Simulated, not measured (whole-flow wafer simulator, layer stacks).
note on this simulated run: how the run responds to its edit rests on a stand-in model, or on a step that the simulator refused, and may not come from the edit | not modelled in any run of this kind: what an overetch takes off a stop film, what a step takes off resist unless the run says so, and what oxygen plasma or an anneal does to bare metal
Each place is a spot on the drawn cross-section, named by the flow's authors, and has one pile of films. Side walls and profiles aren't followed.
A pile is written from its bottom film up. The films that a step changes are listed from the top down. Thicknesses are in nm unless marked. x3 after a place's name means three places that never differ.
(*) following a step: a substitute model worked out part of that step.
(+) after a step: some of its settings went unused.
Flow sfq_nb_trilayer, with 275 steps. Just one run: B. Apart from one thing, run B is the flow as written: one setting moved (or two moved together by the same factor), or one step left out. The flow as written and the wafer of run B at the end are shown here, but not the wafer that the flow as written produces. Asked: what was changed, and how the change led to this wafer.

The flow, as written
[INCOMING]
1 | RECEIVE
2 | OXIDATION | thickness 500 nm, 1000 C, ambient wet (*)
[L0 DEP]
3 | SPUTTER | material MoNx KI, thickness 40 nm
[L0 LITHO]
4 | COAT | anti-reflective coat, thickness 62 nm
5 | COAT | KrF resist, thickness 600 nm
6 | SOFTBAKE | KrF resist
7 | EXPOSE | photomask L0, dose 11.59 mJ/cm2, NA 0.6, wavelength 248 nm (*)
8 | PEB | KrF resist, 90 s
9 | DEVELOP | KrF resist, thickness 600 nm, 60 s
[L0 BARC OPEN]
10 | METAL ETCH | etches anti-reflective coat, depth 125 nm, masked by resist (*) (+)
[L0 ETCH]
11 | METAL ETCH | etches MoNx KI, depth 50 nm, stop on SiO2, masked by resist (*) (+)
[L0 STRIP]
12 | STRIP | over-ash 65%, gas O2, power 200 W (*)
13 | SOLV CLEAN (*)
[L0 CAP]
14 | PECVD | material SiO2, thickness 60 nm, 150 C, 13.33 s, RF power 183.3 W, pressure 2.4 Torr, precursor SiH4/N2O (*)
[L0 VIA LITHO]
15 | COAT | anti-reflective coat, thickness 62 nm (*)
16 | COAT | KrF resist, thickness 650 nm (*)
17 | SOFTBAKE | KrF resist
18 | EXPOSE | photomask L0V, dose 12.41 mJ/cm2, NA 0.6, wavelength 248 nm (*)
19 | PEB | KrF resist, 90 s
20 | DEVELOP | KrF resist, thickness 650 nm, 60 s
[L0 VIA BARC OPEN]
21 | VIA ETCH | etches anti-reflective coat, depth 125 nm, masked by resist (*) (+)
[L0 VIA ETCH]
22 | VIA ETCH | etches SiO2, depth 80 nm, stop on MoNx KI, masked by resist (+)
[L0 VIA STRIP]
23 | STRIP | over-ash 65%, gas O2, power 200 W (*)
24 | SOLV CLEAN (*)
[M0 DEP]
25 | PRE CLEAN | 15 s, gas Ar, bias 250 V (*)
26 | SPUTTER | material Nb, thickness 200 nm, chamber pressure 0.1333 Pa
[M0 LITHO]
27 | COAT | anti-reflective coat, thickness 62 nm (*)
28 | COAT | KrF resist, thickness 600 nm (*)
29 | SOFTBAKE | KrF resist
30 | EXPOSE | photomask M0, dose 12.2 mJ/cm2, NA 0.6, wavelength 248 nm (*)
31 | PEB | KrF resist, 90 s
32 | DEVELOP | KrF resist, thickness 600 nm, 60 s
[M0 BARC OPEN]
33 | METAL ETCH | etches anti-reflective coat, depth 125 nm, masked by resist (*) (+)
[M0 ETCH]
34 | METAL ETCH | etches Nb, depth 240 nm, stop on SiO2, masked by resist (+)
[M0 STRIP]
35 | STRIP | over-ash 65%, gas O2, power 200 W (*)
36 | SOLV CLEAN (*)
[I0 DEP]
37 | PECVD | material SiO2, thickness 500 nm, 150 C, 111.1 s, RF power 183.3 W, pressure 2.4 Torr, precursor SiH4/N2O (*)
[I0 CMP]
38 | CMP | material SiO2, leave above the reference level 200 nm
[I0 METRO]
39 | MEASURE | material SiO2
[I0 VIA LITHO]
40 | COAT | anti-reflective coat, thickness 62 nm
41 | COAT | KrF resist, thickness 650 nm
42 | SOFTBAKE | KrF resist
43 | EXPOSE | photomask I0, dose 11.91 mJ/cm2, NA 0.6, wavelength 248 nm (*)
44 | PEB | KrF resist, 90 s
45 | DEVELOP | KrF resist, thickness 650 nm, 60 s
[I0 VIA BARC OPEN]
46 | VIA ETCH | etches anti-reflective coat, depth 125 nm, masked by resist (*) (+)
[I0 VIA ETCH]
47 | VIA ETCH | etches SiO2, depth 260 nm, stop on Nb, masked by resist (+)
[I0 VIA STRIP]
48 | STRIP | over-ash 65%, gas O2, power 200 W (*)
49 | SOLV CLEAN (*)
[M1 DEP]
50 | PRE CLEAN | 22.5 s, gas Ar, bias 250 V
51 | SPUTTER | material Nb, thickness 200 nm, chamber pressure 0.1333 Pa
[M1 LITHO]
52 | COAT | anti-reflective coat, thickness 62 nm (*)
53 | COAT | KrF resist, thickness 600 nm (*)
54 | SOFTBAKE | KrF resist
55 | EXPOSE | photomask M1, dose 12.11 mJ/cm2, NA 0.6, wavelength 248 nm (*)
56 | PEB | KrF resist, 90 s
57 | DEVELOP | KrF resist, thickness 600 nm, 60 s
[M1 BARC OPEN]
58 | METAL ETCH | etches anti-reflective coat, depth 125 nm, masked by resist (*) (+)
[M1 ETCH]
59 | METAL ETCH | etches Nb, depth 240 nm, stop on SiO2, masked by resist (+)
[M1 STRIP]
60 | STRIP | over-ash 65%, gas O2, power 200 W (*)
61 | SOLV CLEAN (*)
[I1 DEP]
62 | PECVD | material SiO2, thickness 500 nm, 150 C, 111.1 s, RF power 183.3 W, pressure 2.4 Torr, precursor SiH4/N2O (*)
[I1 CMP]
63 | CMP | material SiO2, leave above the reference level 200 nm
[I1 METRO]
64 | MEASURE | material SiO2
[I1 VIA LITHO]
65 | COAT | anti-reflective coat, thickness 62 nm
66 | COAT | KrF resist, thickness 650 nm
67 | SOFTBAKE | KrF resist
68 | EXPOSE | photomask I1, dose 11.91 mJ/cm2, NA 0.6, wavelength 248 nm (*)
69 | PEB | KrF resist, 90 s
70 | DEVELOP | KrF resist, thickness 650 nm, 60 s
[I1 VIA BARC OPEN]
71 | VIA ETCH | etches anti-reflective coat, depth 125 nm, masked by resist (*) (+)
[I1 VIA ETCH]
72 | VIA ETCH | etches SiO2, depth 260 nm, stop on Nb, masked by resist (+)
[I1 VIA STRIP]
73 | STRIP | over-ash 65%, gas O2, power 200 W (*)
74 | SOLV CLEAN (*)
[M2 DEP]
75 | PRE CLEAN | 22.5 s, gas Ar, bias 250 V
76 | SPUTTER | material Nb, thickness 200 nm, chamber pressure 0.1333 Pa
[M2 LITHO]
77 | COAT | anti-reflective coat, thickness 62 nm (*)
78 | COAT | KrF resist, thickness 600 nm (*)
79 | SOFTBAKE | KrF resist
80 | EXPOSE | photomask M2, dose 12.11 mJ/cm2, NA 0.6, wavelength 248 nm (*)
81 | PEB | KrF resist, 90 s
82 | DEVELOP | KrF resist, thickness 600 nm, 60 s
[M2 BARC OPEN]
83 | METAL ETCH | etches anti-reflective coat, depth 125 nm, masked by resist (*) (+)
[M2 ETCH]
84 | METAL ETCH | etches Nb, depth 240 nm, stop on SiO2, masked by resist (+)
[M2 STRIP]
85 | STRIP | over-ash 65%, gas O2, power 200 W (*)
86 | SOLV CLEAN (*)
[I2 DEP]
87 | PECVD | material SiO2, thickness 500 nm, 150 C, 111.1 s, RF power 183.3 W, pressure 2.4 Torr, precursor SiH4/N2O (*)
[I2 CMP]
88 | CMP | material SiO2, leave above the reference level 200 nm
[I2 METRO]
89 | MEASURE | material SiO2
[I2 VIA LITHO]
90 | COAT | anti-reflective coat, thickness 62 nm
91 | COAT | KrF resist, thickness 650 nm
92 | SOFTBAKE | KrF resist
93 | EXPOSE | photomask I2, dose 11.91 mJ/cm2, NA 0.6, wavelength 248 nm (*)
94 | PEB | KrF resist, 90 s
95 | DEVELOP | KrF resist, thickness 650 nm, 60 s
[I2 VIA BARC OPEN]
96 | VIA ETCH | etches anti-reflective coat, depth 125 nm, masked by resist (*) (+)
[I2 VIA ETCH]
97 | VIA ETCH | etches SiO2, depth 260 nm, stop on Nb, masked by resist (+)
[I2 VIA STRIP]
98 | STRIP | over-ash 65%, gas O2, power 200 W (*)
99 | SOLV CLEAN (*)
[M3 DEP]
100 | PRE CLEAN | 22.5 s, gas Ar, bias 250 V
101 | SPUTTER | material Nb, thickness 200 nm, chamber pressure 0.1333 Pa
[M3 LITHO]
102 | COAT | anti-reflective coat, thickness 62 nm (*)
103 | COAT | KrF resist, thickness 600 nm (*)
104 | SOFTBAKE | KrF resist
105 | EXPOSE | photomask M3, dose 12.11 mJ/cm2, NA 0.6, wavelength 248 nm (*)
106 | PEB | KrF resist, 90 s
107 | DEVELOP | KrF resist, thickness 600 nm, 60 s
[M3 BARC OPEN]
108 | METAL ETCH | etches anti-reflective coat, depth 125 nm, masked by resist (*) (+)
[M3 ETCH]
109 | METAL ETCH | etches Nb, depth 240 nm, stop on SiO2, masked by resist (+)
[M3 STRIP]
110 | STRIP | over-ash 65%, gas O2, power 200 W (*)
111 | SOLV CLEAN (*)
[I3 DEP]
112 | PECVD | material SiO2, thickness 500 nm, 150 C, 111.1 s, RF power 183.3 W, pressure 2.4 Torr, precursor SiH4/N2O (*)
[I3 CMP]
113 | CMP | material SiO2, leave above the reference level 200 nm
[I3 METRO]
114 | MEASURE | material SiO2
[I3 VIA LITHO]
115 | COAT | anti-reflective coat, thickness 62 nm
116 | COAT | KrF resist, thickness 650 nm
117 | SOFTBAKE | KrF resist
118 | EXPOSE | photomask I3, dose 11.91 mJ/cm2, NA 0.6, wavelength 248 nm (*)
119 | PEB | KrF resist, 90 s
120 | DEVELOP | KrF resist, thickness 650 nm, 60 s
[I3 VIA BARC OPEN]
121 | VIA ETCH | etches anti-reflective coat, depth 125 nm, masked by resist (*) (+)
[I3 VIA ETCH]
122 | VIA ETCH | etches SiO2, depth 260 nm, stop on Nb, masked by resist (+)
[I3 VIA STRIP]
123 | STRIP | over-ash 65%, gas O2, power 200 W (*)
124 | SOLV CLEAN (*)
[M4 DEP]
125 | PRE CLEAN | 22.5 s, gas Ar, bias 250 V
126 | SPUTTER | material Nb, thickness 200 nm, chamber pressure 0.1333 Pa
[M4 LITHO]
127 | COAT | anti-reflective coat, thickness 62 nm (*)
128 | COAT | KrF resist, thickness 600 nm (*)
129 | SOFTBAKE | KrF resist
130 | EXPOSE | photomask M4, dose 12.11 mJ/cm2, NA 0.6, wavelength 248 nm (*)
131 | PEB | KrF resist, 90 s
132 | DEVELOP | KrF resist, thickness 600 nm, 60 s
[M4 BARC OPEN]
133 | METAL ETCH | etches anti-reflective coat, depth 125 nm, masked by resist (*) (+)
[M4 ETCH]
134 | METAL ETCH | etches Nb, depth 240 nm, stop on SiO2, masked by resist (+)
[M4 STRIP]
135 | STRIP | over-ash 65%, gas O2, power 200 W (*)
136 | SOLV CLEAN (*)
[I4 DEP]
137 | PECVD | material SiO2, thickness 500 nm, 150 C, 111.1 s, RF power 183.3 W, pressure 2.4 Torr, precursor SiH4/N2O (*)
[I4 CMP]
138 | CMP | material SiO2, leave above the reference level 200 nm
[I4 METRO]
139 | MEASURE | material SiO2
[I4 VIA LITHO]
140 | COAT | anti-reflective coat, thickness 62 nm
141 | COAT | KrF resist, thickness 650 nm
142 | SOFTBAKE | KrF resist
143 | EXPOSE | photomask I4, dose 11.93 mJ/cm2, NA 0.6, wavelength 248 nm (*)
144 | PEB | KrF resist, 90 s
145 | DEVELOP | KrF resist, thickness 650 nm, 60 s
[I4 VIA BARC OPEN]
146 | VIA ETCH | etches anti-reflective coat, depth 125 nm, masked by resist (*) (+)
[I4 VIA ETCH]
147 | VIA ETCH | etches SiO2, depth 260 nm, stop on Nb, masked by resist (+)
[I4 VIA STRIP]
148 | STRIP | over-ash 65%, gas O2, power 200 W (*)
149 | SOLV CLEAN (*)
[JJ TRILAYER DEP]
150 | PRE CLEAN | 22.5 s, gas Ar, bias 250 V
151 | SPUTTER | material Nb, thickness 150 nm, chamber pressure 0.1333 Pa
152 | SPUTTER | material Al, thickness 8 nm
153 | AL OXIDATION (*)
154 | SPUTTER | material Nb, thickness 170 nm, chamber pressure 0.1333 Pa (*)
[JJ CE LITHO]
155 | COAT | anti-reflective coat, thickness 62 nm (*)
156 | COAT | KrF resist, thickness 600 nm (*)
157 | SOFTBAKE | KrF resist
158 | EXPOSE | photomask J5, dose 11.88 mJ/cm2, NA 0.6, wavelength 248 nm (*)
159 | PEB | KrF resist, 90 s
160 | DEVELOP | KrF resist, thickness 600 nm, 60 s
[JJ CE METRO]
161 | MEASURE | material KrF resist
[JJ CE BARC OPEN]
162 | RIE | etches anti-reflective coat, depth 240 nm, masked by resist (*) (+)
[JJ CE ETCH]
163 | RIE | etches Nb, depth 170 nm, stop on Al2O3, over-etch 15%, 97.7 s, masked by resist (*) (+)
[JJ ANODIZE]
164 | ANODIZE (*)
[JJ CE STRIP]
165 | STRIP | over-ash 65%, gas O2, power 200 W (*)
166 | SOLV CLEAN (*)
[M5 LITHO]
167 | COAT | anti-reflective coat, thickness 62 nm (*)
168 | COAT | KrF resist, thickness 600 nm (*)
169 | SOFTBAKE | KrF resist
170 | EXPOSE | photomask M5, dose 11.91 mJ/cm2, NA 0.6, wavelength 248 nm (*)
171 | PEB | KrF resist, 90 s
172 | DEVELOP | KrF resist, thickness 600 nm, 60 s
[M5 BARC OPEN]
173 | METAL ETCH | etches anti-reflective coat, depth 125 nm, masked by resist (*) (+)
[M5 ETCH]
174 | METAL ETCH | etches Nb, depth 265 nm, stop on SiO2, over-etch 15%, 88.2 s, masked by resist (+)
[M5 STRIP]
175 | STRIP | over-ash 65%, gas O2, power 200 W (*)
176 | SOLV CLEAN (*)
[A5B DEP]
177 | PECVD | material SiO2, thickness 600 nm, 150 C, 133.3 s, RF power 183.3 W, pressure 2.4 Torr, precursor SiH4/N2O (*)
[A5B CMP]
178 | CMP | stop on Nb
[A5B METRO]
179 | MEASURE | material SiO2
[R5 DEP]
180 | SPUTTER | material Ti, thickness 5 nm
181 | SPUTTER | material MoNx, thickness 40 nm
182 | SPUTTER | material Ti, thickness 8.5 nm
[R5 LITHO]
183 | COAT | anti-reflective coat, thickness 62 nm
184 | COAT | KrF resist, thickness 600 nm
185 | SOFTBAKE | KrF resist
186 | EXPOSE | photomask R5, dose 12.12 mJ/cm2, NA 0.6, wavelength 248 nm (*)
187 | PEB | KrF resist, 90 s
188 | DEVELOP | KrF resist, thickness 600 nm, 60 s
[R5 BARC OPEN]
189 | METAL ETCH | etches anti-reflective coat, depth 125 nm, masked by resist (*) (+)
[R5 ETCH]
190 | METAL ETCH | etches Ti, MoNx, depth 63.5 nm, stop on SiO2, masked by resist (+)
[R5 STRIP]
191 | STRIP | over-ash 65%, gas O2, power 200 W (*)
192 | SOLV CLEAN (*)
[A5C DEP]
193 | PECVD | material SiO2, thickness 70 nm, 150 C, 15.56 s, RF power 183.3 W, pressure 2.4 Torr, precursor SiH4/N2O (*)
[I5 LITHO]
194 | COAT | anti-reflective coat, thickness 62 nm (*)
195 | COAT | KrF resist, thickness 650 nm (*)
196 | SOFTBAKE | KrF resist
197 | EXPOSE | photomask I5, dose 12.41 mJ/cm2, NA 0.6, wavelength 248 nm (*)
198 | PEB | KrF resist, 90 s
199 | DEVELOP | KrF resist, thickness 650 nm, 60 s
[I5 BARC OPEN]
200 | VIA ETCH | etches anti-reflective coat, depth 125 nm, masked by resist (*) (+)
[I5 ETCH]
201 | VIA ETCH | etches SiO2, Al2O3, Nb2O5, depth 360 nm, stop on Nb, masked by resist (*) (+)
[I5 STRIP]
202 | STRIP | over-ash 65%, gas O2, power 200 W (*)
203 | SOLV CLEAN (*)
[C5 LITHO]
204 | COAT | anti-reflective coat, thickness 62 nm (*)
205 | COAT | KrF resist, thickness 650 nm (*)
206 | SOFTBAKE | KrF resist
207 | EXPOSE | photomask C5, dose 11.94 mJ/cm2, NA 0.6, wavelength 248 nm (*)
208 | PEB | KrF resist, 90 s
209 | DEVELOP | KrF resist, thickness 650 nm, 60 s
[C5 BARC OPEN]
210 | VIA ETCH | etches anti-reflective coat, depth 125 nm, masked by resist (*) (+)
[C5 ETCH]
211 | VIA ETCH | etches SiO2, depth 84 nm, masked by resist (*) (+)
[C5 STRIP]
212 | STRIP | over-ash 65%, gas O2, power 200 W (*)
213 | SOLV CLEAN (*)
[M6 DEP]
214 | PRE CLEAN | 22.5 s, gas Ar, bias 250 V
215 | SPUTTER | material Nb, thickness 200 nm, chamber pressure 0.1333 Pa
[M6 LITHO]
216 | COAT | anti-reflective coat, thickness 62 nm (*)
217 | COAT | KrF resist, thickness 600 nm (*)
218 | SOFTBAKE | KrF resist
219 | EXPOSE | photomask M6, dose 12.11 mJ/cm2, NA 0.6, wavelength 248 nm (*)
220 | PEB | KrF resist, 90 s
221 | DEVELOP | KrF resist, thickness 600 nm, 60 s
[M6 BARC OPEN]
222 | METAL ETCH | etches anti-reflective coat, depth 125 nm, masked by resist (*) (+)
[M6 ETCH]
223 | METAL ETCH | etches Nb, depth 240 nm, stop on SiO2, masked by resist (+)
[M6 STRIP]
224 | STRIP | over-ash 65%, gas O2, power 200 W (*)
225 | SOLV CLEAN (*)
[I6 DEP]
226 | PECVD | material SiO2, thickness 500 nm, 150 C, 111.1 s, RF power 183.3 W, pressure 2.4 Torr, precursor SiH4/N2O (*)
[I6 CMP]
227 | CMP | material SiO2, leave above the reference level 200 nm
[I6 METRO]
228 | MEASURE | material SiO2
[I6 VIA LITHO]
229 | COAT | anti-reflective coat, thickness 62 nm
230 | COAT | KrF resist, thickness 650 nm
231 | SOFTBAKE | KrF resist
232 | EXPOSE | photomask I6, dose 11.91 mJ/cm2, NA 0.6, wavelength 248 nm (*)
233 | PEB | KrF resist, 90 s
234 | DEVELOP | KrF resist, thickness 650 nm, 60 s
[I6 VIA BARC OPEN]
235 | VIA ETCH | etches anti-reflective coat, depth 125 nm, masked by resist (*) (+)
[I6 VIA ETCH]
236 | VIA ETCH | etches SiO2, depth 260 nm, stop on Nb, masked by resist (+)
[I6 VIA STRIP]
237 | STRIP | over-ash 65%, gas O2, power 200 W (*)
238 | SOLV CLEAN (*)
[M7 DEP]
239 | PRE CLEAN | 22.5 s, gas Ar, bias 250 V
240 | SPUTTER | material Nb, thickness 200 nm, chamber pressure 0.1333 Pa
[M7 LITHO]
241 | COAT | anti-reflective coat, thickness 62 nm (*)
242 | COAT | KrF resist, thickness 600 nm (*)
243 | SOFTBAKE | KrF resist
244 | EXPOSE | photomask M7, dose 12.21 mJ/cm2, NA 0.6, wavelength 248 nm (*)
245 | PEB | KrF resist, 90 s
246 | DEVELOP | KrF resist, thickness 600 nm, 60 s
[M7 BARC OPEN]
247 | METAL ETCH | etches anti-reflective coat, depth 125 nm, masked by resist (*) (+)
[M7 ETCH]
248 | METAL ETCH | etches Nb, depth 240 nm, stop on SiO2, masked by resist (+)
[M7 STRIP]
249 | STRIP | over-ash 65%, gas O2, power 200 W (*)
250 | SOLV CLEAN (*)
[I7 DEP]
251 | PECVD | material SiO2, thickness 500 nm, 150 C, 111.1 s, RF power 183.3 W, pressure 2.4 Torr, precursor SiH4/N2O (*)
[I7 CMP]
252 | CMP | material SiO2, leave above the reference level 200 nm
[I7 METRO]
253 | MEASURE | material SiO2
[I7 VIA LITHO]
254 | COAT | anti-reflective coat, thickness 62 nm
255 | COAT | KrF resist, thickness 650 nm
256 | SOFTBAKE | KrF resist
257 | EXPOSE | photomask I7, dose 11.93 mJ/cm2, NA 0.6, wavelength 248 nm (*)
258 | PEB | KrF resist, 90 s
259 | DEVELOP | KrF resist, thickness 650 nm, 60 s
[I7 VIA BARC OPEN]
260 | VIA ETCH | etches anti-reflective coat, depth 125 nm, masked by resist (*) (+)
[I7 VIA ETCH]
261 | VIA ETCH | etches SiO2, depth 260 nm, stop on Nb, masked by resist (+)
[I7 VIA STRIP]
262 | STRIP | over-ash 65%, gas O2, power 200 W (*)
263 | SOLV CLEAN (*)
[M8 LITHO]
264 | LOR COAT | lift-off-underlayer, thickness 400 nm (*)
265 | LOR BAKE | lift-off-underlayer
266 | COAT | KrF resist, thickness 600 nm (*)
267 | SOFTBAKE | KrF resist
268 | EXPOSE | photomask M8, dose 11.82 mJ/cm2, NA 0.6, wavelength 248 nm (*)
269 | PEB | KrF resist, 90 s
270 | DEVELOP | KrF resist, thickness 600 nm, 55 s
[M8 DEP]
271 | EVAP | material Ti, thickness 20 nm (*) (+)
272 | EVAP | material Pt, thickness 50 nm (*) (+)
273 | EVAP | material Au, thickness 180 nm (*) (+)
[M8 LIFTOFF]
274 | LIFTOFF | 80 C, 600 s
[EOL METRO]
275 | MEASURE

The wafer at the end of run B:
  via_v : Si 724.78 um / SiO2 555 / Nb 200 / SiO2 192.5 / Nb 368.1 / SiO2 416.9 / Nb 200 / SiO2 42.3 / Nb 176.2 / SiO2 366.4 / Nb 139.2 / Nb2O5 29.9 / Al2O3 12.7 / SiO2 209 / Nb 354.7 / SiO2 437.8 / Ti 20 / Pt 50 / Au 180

Cause: step 122, VIA ETCH: depth 150 nm was run, whereas the flow has depth 260 nm.

The path from the change to this, step by step:
  122 | VIA ETCH | etches SiO2, depth 260 nm, stop on Nb, masked by resist (+)
      via_v: -150 SiO2 (as written it would have been: -199.8 SiO2 (all of it))
      field_l, v_sur, via_wl and 102 more: -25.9 KrF resist (as written it would have been: -44.8 KrF resist)
  123 | STRIP | over-ash 65%, gas O2, power 200 W (*)
      field_l, v_sur, via_wl and 102 more: -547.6 KrF resist (all of it), -62 anti-reflective coat (all of it) (as written it would have been: -528.6 KrF resist (all of it), -62 anti-reflective coat (all of it))
  125 | PRE CLEAN | 22.5 s, gas Ar, bias 250 V
      via_v: -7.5 SiO2 (as written it would have been: -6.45 Nb)
  126 | SPUTTER | material Nb, thickness 200 nm, chamber pressure 0.1333 Pa
      via_v: +176.2 Nb (new film) (as written it would have been: +165.5 Nb)
  127 | COAT | anti-reflective coat, thickness 62 nm (*)
      via_v: +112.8 anti-reflective coat (new film) (as written it would have been: +124.8 anti-reflective coat (new film))
  128 | COAT | KrF resist, thickness 600 nm (*)
      via_v: +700 KrF resist (new film) (as written it would have been: +739.8 KrF resist (new film))
  135 | STRIP | over-ash 65%, gas O2, power 200 W (*)
      via_v: -482.2 KrF resist (all of it), -112.8 anti-reflective coat (all of it) (as written it would have been: -521.8 KrF resist (all of it), -124.8 anti-reflective coat (all of it))
  137 | PECVD | material SiO2, thickness 500 nm, 150 C, 111.1 s, RF power 183.3 W, pressure 2.4 Torr, precursor SiH4/N2O (*)
      via_v: +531 SiO2 (new film) (as written it would have been: +615 SiO2 (new film))
  138 | CMP | material SiO2, leave above the reference level 200 nm
      via_v: -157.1 SiO2 (as written it would have been: -181.6 SiO2)
If metal films that touch count as one body, via_v has 7 bodies (between them, from the top down: SiO2 437.8; SiO2 209 / Al2O3 12.7 / Nb2O5 29.9; SiO2 366.4; SiO2 42.3; SiO2 416.9; SiO2 192.5); the flow as written gives 6 bodies (between them, from the top down: SiO2 437.8; SiO2 209 / Al2O3 12.7 / Nb2O5 29.9; SiO2 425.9; SiO2 416.9; SiO2 192.5).
